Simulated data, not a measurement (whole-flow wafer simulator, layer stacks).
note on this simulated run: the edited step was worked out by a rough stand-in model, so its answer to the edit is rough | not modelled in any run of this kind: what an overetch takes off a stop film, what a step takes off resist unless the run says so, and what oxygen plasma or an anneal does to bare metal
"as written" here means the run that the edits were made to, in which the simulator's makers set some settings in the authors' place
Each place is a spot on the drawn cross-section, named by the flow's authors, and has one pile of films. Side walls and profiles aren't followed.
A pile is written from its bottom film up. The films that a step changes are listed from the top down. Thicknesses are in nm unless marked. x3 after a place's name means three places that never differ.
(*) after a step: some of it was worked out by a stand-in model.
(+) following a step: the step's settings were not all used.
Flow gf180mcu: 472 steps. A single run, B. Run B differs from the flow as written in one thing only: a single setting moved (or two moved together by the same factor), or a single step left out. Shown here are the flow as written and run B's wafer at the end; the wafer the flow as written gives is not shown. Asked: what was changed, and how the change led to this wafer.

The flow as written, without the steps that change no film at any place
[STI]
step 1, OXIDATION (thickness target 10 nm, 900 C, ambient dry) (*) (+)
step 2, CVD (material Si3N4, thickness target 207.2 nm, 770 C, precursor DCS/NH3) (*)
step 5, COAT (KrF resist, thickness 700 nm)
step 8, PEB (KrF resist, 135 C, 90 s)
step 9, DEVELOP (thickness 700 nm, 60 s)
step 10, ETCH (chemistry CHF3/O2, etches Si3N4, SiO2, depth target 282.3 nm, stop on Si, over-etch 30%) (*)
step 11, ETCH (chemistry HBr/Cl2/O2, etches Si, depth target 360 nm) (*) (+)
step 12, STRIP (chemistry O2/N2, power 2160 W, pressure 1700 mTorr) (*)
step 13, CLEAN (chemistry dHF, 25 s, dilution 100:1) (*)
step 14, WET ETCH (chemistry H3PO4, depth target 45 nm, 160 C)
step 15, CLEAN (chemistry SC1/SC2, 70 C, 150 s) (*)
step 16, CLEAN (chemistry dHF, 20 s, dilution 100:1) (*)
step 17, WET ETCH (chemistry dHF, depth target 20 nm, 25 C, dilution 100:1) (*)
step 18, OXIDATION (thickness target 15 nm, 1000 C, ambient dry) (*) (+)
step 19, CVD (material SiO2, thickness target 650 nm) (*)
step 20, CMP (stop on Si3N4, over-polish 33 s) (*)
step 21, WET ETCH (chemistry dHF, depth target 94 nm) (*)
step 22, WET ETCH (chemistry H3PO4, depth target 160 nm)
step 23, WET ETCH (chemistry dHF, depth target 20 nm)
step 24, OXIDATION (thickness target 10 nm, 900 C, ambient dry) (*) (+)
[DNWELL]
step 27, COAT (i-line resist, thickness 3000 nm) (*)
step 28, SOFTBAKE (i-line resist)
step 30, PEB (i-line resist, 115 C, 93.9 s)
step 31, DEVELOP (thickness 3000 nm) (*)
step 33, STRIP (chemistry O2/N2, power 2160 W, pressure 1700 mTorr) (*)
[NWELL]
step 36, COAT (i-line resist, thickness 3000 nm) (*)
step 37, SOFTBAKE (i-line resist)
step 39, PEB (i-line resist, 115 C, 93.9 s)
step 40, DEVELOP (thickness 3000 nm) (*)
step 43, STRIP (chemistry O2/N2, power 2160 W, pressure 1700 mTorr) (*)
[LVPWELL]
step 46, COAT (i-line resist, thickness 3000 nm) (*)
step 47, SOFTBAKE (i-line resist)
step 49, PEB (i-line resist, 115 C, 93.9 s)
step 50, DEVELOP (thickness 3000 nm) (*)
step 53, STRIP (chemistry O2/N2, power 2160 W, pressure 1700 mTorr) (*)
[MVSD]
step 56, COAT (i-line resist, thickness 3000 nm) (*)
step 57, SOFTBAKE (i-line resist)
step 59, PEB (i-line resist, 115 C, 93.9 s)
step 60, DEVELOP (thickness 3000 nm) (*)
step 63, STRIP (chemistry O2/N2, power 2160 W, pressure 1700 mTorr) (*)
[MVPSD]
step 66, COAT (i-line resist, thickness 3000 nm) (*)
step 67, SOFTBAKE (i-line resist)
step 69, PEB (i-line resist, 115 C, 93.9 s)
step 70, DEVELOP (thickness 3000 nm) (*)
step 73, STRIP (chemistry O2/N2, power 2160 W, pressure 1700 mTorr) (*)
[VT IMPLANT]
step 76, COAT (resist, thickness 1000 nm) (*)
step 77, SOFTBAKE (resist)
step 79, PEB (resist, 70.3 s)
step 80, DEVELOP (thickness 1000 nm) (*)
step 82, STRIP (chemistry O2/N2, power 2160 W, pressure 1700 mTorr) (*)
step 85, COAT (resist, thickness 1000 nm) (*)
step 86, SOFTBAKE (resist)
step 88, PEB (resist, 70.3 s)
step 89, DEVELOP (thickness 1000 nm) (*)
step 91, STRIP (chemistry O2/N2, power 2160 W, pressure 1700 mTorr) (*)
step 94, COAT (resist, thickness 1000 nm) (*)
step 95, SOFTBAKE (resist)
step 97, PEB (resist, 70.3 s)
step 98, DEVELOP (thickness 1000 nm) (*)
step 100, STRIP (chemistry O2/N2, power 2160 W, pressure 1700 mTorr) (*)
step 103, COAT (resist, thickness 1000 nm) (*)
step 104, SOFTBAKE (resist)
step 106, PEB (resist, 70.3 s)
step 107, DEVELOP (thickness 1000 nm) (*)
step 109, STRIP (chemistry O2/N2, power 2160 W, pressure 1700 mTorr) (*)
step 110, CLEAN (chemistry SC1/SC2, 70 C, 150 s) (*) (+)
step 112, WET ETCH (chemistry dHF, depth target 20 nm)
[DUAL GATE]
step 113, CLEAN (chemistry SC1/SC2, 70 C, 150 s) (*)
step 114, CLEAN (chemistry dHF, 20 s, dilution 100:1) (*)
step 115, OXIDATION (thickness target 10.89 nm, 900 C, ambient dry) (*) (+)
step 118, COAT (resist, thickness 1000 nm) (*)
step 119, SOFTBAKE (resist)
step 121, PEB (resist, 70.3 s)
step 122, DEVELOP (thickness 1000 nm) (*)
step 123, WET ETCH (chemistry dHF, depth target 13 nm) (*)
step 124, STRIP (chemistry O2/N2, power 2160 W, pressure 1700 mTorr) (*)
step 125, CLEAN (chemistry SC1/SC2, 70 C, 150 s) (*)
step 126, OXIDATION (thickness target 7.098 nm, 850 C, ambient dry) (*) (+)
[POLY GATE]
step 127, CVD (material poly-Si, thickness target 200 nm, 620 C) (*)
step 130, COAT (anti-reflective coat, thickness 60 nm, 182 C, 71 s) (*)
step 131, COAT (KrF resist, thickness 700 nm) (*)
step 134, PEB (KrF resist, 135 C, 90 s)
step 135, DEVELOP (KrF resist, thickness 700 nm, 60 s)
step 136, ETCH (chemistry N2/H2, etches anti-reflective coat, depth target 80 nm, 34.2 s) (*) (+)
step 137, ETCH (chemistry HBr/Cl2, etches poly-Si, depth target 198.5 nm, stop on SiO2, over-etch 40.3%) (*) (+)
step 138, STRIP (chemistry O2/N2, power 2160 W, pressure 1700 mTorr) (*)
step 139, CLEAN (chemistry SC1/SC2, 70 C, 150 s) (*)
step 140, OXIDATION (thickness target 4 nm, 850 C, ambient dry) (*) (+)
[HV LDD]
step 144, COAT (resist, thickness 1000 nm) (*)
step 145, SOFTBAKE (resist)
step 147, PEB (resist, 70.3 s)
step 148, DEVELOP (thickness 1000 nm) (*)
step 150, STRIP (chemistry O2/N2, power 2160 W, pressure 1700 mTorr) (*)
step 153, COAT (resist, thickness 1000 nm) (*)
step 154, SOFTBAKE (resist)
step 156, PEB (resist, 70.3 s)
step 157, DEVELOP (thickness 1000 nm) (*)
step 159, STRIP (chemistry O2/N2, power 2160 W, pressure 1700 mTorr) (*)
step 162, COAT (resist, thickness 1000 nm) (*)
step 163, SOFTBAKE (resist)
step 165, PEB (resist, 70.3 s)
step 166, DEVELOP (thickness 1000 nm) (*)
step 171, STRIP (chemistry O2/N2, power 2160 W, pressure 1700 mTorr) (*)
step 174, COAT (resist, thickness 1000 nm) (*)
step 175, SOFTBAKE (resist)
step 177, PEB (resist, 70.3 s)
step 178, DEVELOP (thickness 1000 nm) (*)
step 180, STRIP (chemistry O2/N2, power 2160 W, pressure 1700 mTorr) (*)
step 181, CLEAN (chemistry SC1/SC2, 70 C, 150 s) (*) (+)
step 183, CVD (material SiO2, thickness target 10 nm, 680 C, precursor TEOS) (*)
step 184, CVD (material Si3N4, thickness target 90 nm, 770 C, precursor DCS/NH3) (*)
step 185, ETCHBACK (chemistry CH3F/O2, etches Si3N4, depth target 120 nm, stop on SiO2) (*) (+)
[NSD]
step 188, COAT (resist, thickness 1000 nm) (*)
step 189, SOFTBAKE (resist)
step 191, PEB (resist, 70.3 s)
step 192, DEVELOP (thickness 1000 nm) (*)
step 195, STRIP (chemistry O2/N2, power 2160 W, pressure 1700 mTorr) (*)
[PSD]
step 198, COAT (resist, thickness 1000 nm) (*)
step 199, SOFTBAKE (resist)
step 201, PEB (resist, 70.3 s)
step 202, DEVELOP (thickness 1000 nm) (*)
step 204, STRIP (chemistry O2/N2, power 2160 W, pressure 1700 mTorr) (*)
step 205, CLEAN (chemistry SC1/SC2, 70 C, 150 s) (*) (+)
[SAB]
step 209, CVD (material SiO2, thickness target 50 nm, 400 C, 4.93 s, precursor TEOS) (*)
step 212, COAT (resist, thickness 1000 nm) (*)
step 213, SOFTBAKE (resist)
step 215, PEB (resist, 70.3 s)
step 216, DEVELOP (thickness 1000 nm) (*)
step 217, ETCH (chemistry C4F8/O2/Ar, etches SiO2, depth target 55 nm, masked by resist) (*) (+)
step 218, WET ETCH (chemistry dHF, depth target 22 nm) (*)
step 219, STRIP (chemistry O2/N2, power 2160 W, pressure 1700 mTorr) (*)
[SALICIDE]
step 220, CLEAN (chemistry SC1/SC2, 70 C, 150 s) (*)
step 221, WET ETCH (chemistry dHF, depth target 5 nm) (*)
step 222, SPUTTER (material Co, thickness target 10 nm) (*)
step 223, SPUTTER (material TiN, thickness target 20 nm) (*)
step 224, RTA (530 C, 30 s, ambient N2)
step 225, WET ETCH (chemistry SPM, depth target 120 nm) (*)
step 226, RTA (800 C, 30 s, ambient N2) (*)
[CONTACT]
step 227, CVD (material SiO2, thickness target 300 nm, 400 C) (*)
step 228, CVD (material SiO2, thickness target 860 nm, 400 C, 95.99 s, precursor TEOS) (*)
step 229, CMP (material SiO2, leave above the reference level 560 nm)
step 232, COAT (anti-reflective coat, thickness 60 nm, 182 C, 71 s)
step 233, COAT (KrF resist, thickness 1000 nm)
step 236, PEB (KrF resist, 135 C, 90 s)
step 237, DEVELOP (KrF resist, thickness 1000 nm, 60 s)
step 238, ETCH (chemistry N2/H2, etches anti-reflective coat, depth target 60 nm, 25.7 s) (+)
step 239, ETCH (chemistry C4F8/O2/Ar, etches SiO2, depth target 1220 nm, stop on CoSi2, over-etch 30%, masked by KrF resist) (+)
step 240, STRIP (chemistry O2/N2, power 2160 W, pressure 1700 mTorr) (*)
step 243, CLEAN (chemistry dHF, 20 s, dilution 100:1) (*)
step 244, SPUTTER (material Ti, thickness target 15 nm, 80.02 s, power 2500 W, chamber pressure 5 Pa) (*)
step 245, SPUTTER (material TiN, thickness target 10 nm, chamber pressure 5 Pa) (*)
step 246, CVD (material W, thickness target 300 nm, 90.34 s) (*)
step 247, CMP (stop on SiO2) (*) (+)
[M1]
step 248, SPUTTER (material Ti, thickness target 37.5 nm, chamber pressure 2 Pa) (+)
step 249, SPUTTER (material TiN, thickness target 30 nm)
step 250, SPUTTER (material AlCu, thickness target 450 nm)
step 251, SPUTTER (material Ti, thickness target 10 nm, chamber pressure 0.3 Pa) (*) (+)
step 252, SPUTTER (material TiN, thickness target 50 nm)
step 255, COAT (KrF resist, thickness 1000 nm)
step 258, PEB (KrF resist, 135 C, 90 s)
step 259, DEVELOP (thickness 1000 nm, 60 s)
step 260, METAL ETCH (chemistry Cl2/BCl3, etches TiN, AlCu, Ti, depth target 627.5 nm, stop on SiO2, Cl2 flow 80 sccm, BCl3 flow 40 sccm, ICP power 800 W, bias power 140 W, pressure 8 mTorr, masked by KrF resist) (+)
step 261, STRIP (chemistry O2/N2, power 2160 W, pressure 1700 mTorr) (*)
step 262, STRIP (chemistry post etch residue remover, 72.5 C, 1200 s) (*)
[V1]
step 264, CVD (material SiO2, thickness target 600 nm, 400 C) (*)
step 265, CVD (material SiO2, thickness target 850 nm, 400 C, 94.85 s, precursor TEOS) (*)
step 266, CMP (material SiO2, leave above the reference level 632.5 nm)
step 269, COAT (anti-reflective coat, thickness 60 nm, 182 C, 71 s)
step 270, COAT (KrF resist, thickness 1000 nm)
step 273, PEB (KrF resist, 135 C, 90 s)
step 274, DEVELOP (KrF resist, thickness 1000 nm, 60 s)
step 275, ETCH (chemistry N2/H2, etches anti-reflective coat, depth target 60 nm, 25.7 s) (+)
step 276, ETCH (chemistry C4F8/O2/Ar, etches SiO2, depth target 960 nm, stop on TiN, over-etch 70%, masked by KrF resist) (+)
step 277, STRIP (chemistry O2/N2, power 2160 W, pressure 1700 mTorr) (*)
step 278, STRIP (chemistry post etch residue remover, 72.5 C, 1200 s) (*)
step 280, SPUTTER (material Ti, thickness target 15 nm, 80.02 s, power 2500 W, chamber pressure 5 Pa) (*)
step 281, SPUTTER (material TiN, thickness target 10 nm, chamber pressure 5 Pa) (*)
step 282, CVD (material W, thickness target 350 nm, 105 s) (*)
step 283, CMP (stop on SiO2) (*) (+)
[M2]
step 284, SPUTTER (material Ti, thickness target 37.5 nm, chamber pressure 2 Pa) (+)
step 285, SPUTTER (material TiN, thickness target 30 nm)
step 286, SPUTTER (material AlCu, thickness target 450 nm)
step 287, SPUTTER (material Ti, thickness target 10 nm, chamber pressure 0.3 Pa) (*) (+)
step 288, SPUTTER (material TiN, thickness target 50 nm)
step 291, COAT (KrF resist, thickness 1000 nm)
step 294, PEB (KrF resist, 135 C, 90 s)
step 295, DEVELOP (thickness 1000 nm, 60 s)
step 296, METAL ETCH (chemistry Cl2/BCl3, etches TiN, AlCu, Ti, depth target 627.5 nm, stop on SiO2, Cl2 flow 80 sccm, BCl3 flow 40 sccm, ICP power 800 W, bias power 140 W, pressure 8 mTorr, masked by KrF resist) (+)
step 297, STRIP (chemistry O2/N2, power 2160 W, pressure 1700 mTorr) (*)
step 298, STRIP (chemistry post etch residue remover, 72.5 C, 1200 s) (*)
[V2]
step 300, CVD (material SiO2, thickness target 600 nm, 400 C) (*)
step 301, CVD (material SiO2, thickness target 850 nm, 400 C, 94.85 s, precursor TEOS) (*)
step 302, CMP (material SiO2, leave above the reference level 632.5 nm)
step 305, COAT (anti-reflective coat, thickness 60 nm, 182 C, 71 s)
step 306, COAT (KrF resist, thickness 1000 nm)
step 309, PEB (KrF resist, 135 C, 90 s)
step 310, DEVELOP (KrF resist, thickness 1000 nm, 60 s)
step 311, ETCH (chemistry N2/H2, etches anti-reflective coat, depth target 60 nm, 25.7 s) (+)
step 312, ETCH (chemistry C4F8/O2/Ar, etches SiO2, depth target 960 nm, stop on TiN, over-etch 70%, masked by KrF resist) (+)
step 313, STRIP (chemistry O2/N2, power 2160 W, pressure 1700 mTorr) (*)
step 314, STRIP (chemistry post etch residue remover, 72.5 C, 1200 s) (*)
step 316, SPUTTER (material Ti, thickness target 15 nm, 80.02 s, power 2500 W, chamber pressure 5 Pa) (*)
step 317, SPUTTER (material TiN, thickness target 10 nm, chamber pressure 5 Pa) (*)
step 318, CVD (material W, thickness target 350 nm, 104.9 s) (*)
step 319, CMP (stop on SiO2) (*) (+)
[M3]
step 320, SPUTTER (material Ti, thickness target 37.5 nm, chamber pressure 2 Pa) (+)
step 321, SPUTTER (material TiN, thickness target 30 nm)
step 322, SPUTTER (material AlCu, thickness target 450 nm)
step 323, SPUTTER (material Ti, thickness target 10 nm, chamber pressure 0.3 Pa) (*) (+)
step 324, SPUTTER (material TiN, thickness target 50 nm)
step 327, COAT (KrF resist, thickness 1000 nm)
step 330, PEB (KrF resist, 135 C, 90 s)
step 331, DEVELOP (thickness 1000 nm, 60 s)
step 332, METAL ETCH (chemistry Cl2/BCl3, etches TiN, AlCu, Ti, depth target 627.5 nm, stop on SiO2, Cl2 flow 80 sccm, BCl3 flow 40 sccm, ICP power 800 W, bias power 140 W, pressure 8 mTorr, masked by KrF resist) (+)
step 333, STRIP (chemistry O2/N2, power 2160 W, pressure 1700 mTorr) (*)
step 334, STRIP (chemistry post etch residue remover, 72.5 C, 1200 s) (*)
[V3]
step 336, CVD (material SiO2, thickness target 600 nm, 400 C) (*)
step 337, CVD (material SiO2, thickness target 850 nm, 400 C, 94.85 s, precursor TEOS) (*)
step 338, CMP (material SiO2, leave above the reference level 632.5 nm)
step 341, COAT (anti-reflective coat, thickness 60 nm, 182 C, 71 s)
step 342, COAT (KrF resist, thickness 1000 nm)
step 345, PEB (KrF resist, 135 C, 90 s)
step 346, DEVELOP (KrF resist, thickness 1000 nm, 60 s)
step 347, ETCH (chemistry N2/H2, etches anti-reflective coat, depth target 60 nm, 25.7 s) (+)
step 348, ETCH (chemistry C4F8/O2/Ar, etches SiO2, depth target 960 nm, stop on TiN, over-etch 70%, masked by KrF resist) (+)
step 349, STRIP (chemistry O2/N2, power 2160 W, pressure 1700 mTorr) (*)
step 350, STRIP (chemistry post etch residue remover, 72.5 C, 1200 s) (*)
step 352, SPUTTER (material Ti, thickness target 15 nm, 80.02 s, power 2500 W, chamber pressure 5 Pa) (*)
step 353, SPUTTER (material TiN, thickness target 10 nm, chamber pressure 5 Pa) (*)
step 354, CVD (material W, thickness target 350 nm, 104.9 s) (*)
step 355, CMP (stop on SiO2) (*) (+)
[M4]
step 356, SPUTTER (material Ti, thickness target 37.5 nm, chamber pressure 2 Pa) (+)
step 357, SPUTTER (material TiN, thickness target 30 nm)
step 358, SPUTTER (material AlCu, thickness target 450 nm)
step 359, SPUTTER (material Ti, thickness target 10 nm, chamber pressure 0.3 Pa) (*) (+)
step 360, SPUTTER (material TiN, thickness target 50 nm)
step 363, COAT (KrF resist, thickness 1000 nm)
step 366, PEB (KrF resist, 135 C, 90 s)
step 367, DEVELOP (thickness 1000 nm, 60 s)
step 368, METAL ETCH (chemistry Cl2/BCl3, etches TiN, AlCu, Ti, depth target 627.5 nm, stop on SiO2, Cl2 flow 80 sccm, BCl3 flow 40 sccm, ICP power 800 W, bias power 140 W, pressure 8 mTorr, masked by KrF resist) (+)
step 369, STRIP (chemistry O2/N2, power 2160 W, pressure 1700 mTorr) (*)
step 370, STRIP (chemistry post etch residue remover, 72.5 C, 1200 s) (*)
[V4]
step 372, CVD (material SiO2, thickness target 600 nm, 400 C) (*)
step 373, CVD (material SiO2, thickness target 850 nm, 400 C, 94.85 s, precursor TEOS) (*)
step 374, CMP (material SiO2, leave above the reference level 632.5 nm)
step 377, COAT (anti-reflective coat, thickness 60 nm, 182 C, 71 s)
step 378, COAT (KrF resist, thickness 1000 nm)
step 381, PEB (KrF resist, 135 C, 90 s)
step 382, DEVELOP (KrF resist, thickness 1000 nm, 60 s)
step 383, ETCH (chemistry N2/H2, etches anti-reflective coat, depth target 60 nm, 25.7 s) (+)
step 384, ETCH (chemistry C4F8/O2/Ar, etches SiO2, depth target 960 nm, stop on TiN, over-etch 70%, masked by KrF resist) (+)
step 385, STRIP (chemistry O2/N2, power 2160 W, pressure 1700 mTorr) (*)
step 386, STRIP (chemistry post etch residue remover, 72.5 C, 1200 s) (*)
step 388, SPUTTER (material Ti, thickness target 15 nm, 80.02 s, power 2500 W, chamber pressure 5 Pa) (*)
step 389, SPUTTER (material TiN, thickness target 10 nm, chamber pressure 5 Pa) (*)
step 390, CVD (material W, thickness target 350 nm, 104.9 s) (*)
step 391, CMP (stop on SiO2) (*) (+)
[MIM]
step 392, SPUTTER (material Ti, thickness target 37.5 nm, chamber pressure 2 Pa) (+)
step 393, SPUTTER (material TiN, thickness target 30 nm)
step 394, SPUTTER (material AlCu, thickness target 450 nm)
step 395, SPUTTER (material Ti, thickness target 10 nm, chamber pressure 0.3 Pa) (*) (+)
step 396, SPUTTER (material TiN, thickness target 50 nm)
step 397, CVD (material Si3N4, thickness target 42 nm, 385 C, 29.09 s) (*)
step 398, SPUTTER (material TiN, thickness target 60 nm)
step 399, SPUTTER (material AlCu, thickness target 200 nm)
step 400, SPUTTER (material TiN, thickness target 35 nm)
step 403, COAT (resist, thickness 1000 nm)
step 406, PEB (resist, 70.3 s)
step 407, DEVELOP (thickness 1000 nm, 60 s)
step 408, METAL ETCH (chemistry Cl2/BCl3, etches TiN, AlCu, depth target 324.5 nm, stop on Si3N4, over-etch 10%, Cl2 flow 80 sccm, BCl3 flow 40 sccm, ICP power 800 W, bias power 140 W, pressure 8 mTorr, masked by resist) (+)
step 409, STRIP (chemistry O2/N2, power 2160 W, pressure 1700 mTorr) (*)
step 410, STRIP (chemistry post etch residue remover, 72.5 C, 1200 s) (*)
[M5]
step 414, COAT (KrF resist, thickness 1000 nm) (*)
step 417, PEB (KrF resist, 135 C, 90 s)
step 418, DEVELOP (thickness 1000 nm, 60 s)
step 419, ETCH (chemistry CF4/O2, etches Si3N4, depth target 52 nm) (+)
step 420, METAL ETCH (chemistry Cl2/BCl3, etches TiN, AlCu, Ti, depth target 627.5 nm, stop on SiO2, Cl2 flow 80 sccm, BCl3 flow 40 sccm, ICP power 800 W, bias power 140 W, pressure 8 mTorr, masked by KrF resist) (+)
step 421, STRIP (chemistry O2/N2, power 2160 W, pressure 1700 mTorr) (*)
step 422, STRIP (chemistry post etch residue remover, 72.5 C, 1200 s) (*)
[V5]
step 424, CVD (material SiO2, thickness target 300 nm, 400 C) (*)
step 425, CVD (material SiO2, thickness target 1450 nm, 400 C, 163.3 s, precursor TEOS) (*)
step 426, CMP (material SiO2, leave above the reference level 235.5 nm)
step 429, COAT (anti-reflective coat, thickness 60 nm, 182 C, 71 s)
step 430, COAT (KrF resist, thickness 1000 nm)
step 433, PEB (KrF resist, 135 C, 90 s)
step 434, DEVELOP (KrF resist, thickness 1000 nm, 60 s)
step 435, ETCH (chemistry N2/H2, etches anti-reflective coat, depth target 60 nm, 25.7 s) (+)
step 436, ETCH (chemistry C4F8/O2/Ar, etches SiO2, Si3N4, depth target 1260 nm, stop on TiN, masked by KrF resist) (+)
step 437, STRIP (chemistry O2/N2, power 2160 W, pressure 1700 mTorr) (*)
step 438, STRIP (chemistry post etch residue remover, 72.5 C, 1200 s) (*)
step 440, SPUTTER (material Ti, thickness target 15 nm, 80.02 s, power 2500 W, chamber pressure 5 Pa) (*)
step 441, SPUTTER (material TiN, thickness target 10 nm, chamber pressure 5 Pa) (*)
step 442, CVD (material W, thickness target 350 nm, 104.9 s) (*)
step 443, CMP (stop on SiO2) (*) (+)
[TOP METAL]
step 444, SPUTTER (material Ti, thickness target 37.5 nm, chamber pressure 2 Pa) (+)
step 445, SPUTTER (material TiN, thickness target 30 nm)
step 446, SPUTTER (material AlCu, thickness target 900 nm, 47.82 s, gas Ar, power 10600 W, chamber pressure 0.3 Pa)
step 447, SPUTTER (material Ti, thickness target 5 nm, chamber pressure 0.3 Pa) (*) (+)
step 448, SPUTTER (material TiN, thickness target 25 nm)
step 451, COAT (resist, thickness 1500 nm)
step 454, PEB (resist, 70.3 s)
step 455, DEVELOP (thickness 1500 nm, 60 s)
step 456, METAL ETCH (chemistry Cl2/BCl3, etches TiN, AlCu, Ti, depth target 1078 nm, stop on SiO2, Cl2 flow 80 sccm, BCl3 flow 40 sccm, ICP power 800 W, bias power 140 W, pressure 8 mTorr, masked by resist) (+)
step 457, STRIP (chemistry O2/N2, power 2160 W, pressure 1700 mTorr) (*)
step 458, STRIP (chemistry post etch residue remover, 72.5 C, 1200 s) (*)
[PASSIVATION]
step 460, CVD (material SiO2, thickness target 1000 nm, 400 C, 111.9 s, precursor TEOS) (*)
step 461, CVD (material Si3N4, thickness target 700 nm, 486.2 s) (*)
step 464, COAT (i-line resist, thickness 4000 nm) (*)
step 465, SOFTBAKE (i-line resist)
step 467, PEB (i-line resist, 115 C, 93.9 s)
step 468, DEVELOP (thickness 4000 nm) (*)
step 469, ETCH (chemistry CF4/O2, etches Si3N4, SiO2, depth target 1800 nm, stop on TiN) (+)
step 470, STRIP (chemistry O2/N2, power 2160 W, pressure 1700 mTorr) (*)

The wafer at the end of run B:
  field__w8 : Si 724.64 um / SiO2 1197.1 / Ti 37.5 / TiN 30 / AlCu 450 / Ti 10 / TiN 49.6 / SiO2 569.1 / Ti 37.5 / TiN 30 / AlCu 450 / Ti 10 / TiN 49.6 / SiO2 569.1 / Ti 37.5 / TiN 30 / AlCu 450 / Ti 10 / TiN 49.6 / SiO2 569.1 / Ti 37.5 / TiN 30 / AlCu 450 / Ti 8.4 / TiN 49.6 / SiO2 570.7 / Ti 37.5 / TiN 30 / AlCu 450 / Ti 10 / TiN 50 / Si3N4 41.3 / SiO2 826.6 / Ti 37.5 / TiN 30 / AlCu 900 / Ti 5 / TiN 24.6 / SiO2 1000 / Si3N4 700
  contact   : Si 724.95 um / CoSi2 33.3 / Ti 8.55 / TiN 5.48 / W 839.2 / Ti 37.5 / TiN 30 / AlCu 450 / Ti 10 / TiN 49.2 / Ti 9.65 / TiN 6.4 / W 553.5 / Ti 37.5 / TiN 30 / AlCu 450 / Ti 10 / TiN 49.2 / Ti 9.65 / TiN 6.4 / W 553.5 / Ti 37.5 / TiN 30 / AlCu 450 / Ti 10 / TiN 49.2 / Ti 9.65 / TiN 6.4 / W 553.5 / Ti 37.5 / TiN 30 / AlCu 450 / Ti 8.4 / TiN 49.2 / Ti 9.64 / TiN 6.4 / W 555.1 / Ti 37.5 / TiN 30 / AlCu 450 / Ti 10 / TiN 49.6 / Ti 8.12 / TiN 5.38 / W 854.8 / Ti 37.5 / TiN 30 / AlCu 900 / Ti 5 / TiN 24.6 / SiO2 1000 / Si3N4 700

The reason: step 359, SPUTTER: thickness target 8.4 nm was run, though the flow has thickness target 10 nm.
The wafer lets one read it off: field__w8 has Ti 8.4, and step 359 as written asks for 10 nm.

The path from the change to this, step by step:
  step 359, SPUTTER (material Ti, thickness target 10 nm, chamber pressure 0.3 Pa) (*) (+)
      field, field__w1, field__w2 and 108 more: +8.4 Ti (new film) (in the flow as written it would be: +10 Ti (new film))
  step 368, METAL ETCH (chemistry Cl2/BCl3, etches TiN, AlCu, Ti, depth target 627.5 nm, stop on SiO2, Cl2 flow 80 sccm, BCl3 flow 40 sccm, ICP power 800 W, bias power 140 W, pressure 8 mTorr, masked by KrF resist) (+)
      field, field__w1, field__w2 and 103 more: -50 TiN (all of it), -8.4 Ti (all of it), -450 AlCu (all of it), -30 TiN (all of it), -37.5 Ti (all of it) (in the flow as written it would be: -50 TiN (all of it), -10 Ti (all of it), -450 AlCu (all of it), -30 TiN (all of it), -37.5 Ti (all of it))
